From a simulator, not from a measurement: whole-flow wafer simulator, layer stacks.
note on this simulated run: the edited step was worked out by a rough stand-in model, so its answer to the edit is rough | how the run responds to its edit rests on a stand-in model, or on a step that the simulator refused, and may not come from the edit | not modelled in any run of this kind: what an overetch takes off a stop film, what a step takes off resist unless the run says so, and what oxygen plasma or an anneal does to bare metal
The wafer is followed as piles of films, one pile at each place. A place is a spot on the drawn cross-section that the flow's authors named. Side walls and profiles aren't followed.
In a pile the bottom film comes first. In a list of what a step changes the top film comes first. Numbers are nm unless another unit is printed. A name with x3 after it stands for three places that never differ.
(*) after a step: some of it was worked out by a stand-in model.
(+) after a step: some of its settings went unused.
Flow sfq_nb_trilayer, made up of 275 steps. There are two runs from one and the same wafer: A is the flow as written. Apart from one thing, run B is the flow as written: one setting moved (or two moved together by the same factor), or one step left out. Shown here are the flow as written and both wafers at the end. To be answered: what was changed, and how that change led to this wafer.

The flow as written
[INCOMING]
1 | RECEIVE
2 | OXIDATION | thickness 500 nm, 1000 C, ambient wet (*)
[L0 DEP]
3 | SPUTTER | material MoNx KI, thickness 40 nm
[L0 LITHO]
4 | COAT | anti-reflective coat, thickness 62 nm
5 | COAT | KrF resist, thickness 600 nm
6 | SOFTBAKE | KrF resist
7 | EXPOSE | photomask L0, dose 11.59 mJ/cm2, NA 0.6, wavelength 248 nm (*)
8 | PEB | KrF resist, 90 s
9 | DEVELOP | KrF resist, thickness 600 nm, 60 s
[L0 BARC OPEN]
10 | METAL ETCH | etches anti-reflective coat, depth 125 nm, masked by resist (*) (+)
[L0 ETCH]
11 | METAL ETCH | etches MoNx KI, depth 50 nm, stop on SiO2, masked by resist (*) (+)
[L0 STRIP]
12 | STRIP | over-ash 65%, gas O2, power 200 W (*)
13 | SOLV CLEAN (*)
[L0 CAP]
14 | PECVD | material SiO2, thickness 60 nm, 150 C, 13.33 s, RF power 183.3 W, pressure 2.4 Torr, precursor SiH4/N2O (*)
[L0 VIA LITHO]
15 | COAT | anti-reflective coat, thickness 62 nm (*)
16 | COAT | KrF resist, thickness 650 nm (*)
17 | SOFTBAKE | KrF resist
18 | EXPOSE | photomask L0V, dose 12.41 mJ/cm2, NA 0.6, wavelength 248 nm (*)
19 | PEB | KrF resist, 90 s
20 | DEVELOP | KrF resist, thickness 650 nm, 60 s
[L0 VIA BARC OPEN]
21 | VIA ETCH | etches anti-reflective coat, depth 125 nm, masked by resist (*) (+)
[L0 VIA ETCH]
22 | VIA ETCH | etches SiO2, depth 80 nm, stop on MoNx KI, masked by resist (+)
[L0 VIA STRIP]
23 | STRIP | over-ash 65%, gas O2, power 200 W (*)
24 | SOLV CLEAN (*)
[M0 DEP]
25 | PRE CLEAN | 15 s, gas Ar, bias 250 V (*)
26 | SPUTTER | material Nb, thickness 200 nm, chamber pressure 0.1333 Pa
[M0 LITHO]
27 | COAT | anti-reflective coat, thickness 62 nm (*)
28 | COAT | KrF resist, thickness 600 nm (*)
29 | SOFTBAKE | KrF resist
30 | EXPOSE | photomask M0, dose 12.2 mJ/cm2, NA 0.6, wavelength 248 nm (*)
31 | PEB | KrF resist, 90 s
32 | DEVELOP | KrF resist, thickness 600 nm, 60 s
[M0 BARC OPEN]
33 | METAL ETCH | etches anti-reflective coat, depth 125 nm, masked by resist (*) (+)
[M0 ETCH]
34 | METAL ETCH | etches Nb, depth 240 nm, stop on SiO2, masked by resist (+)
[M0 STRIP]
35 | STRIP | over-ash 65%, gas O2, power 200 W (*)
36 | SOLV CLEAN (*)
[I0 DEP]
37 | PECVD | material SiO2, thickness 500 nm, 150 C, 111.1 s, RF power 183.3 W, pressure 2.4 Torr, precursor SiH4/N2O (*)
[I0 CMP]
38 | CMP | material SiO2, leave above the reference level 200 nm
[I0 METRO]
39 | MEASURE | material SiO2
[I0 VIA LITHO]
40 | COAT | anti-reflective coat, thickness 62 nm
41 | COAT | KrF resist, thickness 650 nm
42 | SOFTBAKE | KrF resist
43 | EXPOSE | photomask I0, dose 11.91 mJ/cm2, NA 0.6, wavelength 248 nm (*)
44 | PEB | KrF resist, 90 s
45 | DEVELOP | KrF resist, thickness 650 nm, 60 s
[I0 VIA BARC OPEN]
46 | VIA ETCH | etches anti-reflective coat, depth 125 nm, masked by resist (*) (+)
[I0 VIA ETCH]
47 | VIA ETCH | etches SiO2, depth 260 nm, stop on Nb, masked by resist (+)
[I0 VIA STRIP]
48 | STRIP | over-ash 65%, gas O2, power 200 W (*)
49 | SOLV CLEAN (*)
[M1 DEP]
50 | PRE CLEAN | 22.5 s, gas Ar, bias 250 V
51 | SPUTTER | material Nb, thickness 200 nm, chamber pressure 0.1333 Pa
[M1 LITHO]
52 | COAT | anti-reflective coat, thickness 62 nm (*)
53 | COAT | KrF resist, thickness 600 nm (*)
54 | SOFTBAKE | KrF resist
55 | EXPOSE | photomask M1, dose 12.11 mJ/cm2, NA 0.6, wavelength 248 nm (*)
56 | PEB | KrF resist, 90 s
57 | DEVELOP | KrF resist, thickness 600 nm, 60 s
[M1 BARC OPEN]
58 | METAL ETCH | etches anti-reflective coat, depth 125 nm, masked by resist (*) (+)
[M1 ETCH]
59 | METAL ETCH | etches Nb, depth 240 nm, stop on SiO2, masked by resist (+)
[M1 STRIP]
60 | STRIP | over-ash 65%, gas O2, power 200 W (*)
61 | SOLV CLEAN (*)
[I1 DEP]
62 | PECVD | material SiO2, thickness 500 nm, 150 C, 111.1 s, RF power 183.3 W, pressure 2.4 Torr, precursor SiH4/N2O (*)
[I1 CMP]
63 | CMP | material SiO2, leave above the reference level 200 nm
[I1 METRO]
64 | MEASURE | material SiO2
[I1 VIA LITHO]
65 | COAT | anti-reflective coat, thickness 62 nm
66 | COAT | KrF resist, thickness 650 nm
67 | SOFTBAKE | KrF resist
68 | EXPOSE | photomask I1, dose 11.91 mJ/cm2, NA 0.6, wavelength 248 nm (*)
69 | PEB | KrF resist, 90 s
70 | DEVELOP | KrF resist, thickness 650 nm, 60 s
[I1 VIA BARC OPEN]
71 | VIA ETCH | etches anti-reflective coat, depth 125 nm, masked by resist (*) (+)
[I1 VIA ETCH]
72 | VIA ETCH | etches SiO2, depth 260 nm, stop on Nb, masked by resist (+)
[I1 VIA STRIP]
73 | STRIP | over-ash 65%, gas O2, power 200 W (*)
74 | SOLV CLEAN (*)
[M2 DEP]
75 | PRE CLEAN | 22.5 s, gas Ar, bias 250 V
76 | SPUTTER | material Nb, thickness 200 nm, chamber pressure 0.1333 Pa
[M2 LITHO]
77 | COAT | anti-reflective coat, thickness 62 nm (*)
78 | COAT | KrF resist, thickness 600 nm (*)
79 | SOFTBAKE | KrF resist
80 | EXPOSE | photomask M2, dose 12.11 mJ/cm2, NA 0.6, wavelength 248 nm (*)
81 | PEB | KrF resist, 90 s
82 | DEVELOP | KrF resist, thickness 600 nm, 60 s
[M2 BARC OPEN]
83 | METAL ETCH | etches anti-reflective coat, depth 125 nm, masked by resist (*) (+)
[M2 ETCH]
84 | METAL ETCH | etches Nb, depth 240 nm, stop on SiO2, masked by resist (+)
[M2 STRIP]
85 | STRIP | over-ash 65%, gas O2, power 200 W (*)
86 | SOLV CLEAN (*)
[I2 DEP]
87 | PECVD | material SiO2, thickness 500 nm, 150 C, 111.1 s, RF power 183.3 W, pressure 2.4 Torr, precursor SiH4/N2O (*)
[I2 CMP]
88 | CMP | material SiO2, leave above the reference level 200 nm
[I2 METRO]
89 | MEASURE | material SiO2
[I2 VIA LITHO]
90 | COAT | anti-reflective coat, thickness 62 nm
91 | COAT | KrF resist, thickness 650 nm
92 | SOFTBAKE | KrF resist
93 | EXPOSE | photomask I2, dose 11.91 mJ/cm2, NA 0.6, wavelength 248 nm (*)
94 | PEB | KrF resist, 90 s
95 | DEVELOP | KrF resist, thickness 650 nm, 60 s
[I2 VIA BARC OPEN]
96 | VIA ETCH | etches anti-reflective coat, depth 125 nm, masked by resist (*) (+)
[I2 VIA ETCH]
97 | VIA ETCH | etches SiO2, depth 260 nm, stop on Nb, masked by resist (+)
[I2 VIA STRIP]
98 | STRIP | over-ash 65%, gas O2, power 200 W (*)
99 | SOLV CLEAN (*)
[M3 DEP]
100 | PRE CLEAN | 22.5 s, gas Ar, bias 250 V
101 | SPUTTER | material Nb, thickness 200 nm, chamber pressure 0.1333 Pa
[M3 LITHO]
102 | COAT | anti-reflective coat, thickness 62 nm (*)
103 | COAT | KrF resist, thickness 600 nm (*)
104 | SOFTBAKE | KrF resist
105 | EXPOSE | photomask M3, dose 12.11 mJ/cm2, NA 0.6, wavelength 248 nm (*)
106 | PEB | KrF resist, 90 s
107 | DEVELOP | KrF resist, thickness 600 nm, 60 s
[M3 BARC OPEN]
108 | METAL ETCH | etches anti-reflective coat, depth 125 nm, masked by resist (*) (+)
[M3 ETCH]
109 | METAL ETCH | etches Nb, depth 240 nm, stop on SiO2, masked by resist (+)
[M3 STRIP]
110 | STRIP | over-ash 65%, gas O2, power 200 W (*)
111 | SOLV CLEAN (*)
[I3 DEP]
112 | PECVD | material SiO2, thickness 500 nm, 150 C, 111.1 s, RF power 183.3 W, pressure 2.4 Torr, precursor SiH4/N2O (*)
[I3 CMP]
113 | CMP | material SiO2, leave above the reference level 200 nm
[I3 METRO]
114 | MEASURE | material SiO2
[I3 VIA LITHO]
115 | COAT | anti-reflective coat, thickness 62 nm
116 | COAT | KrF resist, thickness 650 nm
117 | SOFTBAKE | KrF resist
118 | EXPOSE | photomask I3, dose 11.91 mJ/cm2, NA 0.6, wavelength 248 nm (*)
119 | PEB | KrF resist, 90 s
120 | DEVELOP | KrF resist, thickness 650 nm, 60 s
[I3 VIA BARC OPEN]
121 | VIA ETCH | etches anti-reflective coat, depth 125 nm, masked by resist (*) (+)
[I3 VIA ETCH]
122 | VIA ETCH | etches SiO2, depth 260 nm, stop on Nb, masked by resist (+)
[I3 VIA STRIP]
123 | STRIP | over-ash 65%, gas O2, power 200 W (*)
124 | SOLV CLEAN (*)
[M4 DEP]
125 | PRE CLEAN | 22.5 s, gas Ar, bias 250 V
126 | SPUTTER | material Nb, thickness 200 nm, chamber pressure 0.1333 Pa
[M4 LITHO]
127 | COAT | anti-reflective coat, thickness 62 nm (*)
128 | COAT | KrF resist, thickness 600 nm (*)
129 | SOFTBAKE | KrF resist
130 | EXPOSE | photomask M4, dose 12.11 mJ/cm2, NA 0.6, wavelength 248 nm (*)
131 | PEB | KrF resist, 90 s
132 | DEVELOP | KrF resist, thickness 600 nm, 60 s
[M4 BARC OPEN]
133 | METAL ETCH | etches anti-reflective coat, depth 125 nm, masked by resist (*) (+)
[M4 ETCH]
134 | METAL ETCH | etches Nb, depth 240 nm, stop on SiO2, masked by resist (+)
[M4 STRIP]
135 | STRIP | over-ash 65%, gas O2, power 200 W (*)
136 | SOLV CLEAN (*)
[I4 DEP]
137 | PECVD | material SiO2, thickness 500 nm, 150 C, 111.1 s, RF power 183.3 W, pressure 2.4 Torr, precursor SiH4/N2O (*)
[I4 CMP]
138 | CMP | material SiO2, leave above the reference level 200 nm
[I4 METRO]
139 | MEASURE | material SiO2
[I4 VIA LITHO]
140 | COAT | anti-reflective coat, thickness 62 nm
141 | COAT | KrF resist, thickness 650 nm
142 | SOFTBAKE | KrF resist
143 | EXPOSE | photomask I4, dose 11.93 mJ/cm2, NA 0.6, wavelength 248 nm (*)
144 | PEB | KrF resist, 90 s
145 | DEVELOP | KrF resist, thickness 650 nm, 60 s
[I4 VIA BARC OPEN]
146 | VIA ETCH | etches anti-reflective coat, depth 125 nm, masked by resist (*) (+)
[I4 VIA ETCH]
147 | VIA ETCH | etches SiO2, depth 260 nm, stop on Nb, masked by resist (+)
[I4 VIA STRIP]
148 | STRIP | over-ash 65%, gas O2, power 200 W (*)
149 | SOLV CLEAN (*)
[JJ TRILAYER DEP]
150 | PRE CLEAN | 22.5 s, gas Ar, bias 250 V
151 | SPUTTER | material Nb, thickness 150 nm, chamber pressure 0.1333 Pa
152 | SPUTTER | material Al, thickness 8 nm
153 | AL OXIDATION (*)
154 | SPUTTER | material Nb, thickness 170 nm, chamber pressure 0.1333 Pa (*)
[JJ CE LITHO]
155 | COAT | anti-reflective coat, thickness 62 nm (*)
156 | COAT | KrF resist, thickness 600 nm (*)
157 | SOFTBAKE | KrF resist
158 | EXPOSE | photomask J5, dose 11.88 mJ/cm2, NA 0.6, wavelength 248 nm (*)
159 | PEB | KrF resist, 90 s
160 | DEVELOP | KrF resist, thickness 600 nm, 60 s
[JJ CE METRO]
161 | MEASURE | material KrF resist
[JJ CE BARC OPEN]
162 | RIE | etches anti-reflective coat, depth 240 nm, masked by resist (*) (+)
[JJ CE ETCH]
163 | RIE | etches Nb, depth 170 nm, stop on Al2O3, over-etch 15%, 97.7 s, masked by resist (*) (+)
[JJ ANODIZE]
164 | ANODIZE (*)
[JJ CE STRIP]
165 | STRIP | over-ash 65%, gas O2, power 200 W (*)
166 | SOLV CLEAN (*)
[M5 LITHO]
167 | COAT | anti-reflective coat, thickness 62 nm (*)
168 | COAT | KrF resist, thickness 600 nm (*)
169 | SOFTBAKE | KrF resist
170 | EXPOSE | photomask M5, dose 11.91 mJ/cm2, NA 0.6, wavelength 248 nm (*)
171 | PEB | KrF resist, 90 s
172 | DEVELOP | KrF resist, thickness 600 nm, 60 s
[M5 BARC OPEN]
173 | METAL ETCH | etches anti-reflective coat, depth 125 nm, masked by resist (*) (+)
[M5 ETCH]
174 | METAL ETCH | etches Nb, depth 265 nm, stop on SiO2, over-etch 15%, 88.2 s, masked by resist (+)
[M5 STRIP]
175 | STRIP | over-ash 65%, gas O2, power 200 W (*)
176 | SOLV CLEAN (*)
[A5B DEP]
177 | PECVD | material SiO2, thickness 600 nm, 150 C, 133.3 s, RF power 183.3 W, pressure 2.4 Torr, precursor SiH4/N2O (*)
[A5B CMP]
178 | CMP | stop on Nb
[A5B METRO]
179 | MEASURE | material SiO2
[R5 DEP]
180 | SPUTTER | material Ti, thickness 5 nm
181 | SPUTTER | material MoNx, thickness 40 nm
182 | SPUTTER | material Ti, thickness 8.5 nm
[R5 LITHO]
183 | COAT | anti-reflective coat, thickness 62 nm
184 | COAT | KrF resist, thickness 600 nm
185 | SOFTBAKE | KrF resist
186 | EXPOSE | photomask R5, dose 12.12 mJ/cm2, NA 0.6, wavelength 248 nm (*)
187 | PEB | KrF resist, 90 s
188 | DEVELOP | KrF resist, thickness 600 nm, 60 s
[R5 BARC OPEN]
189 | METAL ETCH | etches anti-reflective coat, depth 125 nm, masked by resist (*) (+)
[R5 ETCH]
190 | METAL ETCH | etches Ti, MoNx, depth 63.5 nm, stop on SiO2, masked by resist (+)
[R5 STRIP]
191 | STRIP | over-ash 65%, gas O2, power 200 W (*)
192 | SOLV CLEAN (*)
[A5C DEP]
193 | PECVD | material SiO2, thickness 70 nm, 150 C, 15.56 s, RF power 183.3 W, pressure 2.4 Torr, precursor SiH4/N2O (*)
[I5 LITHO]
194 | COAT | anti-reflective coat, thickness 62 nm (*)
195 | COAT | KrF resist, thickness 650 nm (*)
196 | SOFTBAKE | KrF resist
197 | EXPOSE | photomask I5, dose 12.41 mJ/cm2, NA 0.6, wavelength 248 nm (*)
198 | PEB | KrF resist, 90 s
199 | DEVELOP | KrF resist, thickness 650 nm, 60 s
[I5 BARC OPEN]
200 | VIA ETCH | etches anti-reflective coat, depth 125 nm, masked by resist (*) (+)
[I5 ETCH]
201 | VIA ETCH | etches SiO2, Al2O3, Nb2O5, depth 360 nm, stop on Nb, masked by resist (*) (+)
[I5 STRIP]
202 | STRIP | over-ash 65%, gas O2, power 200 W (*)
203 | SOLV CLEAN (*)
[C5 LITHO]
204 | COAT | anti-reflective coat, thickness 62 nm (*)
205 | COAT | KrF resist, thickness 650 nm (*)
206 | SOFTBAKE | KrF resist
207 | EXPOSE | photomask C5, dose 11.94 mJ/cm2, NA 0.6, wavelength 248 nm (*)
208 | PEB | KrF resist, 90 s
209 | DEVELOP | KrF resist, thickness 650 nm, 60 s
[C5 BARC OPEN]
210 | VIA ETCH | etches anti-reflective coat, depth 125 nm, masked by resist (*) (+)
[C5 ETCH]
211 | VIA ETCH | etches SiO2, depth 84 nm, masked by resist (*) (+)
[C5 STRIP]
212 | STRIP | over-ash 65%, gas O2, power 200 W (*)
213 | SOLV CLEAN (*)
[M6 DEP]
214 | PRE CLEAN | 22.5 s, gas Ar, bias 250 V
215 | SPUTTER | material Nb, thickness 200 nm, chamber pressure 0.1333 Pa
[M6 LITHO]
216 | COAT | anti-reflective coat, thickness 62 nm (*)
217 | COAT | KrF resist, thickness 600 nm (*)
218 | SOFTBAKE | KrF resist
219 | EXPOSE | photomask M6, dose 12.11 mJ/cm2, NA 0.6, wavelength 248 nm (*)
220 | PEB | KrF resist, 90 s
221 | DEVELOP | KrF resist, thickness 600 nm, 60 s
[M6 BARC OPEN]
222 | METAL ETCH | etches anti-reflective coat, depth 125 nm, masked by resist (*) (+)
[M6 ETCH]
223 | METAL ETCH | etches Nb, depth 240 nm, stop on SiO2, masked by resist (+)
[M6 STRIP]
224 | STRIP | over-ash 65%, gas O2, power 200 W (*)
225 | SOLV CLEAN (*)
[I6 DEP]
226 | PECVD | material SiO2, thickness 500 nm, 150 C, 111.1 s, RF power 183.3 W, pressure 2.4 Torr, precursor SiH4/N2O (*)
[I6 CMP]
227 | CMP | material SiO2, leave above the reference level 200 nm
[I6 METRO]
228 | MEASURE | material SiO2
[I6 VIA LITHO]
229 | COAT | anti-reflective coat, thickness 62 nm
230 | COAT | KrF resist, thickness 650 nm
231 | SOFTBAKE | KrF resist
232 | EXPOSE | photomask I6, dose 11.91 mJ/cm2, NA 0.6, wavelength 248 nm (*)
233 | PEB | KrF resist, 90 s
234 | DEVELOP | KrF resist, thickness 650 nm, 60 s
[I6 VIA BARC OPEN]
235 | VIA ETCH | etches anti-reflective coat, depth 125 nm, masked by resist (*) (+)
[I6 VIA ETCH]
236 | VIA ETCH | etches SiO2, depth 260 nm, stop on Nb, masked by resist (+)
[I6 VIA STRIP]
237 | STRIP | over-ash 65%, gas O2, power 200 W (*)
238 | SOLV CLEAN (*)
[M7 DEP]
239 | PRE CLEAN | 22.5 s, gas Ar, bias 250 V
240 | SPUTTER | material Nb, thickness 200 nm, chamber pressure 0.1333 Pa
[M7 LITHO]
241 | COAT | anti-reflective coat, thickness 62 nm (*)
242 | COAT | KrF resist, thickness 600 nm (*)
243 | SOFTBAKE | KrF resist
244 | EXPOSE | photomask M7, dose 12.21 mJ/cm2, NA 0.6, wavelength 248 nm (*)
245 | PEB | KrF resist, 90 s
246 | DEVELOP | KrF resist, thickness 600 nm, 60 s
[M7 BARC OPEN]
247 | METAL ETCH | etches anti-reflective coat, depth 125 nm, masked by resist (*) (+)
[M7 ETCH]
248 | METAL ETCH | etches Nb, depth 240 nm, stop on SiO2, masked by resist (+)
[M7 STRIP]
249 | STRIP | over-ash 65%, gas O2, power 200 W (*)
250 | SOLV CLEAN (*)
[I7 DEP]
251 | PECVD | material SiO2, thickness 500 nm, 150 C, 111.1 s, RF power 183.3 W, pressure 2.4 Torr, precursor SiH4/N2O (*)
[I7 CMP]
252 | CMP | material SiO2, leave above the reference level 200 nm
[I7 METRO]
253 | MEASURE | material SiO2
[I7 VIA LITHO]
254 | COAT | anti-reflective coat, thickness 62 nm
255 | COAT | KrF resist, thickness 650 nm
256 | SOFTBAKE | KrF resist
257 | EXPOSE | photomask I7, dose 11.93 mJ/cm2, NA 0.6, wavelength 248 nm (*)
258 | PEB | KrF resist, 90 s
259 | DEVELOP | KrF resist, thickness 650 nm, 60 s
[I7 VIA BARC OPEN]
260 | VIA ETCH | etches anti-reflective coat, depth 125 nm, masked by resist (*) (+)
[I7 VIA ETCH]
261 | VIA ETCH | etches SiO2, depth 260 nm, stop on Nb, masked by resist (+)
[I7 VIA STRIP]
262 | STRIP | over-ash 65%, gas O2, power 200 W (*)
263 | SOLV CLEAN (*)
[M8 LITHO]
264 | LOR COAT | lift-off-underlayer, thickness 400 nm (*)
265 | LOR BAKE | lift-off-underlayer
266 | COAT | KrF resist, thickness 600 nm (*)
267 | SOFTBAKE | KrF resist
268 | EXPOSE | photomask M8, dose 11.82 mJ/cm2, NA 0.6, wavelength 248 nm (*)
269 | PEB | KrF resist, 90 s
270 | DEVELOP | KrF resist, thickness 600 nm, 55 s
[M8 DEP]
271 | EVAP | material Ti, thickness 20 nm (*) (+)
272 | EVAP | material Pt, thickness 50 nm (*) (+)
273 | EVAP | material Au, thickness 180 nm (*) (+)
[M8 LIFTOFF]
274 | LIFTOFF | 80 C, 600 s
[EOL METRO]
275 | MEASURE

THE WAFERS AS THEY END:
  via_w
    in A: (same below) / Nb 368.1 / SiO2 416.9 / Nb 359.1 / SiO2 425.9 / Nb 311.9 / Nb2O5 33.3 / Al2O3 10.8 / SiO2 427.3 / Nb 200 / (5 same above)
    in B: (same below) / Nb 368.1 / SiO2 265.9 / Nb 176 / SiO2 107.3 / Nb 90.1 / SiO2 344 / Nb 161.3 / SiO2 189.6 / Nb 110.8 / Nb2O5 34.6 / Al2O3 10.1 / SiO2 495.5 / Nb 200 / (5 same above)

The reason: step 62, PECVD: thickness 320 nm was run, while the flow as written has thickness 500 nm; step 62, PECVD: 71.11 s was run, where the flow has 111.1 s.

Step by step, how the change led to this:
  62 | PECVD | material SiO2, thickness 500 nm, 150 C, 111.1 s, RF power 183.3 W, pressure 2.4 Torr, precursor SiH4/N2O (*)
      field_l, be, be_sur and 72 more: A +500 SiO2 | B +320 SiO2
      v_sur, via_wl, via_wr and 20 more: A +500 SiO2 (new film) | B +320 SiO2 (new film)
      (as well as at 8 more places)
  63 | CMP | material SiO2, leave above the reference level 200 nm
      field_l, be, be_sur and 72 more: A -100 SiO2 | B nothing
      lsp_m, ln_m6, lsp_r, l0_sur, l0v: A -94.9 SiO2 | B nothing
      (as well as at 26 more places)
  65 | COAT | anti-reflective coat, thickness 62 nm
      m0r_line_l, m0r_line_r, m6r_line_l, m6r_line_r, m7r_line_l, m7r_line_r: A +62 anti-reflective coat (new film) | B +63.6 anti-reflective coat (new film)
      wl_a_m6, wl_a_sr, wl_b_sl, wl_b_sr: A +62 anti-reflective coat (new film) | B +60.4 anti-reflective coat (new film)
      (as well as at 65 more places)
  66 | COAT | KrF resist, thickness 650 nm
      m0r_line_l, m0r_line_r, m6r_line_l, m6r_line_r, m7r_line_l, m7r_line_r: A +650 KrF resist (new film) | B +665.7 KrF resist (new film)
      m5r_linepad_l, m5r_linepad_r: A +650 KrF resist (new film) | B +633 KrF resist (new film)
      (as well as at 22 more places)
  70 | DEVELOP | KrF resist, thickness 650 nm, 60 s
      via_v: A -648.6 KrF resist (all of it) | B -619.1 KrF resist (all of it)
  71 | VIA ETCH | etches anti-reflective coat, depth 125 nm, masked by resist (*) (+)
      field_l, v_sur, via_wl and 102 more: A -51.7 KrF resist | B -46.3 KrF resist
      via_v: A -62 anti-reflective coat (all of it), -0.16 SiO2 | B -55.6 anti-reflective coat (all of it), -0.14 SiO2
  73 | STRIP | over-ash 65%, gas O2, power 200 W (*)
      m0r_line_l, m6r_line_l, m7r_line_l: A -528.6 KrF resist (all of it), -62 anti-reflective coat (all of it) | B -549.7 KrF resist (all of it), -63.6 anti-reflective coat (all of it)
      m0r_space_l, m6r_space_l, m7r_space_l: A -528.6 KrF resist (all of it), -62 anti-reflective coat (all of it) | B -543 KrF resist (all of it), -73.4 anti-reflective coat (all of it)
      (as well as at 78 more places)
  76 | SPUTTER | material Nb, thickness 200 nm, chamber pressure 0.1333 Pa
      be, lsp_l: A +200 Nb (new film) | B +192.9 Nb (new film)
      via_w: A +200 Nb (new film) | B +176 Nb (new film)
  77 | COAT | anti-reflective coat, thickness 62 nm (*)
      m0r_line_l, m0r_line_r, m6r_line_l, m6r_line_r, m7r_line_l, m7r_line_r: A +62 anti-reflective coat (new film) | B +63.6 anti-reflective coat (new film)
      m0r_space_l, m0r_space_r, m6r_space_l, m6r_space_r, m7r_space_l, m7r_space_r: A +62 anti-reflective coat (new film) | B +71.2 anti-reflective coat (new film)
      (as well as at 59 more places)
  78 | COAT | KrF resist, thickness 600 nm (*)
      m0r_line_l, m0r_line_r, m6r_line_l, m6r_line_r, m7r_line_l, m7r_line_r: A +600 KrF resist (new film) | B +613.9 KrF resist (new film)
      m5r_linepad_l, m5r_linepad_r: A +600 KrF resist (new film) | B +582.8 KrF resist (new film)
      (as well as at 27 more places)
  82 | DEVELOP | KrF resist, thickness 600 nm, 60 s
      m0r_line_l, m0r_line_r, m6r_line_l, m6r_line_r, m7r_line_l, m7r_line_r: A -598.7 KrF resist (all of it) | B -612.6 KrF resist (all of it)
      m5r_linepad_l, m5r_linepad_r: A -598.7 KrF resist (all of it) | B -581.6 KrF resist (all of it)
      (as well as at 15 more places)
  83 | METAL ETCH | etches anti-reflective coat, depth 125 nm, masked by resist (*) (+)
      v_sur, via_wl, via_w and 19 more: A -51.7 KrF resist | B -55.7 KrF resist
      m0r_line_l, m0r_line_r, m6r_line_l, m6r_line_r, m7r_line_l, m7r_line_r: A -62 anti-reflective coat (all of it) | B -63.6 anti-reflective coat (all of it)
      (as well as at 43 more places)
  84 | METAL ETCH | etches Nb, depth 240 nm, stop on SiO2, masked by resist (+)
      be, lsp_l: A -200 Nb (all of it) | B -192.9 Nb (all of it)
  85 | STRIP | over-ash 65%, gas O2, power 200 W (*)
      v_sur: A -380 KrF resist (all of it), -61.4 anti-reflective coat (all of it) | B -336.4 KrF resist (all of it), -47.5 anti-reflective coat (all of it)
      via_wl: A -379.5 KrF resist (all of it), -61.3 anti-reflective coat (all of it) | B -341.8 KrF resist (all of it), -42.3 anti-reflective coat (all of it)
      (as well as at 20 more places)
  87 | PECVD | material SiO2, thickness 500 nm, 150 C, 111.1 s, RF power 183.3 W, pressure 2.4 Torr, precursor SiH4/N2O (*)
      via_w: A +500 SiO2 (new film) | B +532.1 SiO2 (new film)
  88 | CMP | material SiO2, leave above the reference level 200 nm
      field_l, be, be_sur and 79 more: A -100 SiO2 | B -20 SiO2
      via_w: A -300 SiO2 | B -157.1 SiO2
  ... 33 further steps ...
  178 | CMP | stop on Nb
      via_w: A -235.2 SiO2 | B -226.5 SiO2
Taking metal films that touch as one body, via_w has 7 bodies (between them, from the top down: SiO2 192.5; SiO2 495.5 / Al2O3 10.1 / Nb2O5 34.6; SiO2 189.6; SiO2 344; SiO2 107.3; SiO2 265.9); the flow as written gives 5 bodies (between them, from the top down: SiO2 192.5; SiO2 427.3 / Al2O3 10.8 / Nb2O5 33.3; SiO2 425.9; SiO2 416.9).
